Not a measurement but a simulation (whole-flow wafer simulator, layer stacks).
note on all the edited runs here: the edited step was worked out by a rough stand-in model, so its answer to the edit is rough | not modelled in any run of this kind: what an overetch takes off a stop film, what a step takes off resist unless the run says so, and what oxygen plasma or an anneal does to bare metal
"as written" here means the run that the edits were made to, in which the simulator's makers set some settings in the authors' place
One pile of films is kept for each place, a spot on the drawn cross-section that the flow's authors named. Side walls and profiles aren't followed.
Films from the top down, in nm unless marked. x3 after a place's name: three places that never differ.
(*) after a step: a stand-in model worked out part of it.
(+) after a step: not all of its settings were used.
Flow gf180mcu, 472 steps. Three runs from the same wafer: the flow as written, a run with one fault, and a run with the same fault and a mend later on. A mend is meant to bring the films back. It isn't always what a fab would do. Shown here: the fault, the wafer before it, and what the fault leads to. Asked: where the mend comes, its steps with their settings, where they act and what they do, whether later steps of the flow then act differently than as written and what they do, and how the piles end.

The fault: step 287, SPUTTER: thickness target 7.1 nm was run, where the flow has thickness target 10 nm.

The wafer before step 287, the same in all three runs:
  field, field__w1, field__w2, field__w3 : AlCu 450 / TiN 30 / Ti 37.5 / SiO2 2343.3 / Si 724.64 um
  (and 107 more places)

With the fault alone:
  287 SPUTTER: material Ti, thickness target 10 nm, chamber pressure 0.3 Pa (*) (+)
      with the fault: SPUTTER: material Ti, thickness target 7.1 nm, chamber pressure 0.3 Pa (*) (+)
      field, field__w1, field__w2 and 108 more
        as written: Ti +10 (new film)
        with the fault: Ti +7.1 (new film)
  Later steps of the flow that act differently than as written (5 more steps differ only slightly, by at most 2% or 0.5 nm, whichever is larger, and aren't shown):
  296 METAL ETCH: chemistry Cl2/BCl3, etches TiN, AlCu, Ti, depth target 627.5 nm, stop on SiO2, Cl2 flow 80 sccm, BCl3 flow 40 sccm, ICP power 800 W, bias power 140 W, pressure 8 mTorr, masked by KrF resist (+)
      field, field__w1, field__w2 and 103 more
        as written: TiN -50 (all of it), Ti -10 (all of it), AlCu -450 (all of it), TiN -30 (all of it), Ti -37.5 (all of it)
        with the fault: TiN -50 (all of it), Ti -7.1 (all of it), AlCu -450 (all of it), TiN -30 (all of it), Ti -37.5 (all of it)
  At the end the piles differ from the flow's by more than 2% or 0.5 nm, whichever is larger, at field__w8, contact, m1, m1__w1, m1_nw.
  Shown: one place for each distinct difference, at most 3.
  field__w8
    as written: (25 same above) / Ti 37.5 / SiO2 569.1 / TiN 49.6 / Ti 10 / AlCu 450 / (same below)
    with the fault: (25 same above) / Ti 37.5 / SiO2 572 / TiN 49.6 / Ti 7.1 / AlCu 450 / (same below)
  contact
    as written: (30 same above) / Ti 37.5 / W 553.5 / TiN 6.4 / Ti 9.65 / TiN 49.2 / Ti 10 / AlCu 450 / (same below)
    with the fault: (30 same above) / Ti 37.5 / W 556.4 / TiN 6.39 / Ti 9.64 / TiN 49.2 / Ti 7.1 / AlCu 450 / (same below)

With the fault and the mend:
  The mend comes after step 287.
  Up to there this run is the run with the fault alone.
  287a SPUTTER: material Ti, thickness target 2.9 nm, chamber pressure 0.3 Pa (*) (+) (the flow's step 287 once more, with other settings)
      field, field__w1, field__w2 and 108 more
        Ti +2.9
  No later step of the flow acts differently than as written at any place that is followed.
  At the end the piles are the same as the flow's at every place that both follow.
